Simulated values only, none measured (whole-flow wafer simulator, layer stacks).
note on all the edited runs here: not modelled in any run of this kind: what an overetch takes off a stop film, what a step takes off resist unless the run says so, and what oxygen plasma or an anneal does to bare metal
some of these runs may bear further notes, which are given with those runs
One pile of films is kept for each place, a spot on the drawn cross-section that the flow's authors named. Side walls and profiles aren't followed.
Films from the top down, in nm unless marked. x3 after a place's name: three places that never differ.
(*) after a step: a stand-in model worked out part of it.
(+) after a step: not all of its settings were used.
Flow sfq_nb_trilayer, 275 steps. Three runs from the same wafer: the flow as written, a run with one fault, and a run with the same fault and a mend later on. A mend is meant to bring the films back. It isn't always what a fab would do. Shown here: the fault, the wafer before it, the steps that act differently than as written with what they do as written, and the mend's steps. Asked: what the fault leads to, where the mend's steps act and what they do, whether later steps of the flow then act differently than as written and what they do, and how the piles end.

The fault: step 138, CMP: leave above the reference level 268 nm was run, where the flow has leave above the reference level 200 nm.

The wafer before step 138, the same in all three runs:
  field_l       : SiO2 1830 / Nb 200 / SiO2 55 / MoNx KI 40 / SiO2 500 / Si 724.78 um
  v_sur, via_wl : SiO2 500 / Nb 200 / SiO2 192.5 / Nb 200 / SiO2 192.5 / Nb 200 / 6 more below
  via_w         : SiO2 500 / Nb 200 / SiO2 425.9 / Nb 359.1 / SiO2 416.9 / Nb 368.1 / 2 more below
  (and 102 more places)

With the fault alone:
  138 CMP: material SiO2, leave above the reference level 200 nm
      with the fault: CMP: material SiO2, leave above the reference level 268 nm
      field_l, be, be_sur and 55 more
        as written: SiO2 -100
        with the fault: SiO2 -32
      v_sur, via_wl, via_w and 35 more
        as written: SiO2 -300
        with the fault: SiO2 -232
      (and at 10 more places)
  Later steps of the flow that act differently than as written (6 more steps differ only slightly, by at most 2% or 0.5 nm, whichever is larger, and aren't shown):
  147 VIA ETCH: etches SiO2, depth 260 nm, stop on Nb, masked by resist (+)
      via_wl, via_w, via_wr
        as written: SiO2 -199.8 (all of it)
        with the fault: SiO2 -260
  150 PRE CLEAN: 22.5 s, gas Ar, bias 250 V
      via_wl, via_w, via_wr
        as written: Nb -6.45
        with the fault: SiO2 -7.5
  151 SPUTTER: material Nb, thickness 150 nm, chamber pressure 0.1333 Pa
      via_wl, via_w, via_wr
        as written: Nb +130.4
        with the fault: Nb +123.3 (new film)
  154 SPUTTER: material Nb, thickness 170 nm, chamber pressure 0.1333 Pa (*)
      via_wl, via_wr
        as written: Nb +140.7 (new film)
        with the fault: Nb +103.1 (new film)
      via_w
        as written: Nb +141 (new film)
        with the fault: Nb +136 (new film)
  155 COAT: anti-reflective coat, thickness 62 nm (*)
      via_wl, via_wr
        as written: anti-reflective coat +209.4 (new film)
        with the fault: anti-reflective coat +321.3 (new film)
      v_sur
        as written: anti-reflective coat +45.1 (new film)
        with the fault: anti-reflective coat +42.8 (new film)
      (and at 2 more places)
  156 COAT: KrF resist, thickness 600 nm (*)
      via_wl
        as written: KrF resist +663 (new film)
        with the fault: KrF resist +648.6 (new film)
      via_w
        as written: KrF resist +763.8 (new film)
        with the fault: KrF resist +811.1 (new film)
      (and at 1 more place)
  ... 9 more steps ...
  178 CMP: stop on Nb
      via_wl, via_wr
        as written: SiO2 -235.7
        with the fault: SiO2 -227.2
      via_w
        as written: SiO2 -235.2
        with the fault: SiO2 -227.2
  At the end the piles differ from the flow's by more than 2% or 0.5 nm, whichever is larger, at field_l, v_sur, via_wl and 103 more.
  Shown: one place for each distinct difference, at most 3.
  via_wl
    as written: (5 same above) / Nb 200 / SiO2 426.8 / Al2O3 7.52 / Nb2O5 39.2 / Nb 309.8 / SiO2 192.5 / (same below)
    with the fault: (5 same above) / Nb 200 / SiO2 469.8 / Nb2O5 52.6 / Al2O3 0.96 / Al 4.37 / Nb 123.3 / SiO2 0.34 / Nb 200 / SiO2 192.5 / (same below)
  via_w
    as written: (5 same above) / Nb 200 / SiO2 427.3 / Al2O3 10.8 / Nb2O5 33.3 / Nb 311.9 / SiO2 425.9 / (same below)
    with the fault: (5 same above) / Nb 200 / SiO2 495.5 / Al2O3 10.1 / Nb2O5 34.7 / Nb 110.8 / SiO2 0.34 / Nb 200 / SiO2 425.9 / (same below)
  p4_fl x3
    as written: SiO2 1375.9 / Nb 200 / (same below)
    with the fault: SiO2 1443.9 / Nb 200 / (same below)

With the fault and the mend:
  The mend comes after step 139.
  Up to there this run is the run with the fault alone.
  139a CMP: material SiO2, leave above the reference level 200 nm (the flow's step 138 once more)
      field_l, v_sur, via_wl and 103 more
        SiO2 -68
  No later step of the flow acts differently than as written at any place that is followed.
  At the end the piles are the same as the flow's at every place that both follow.
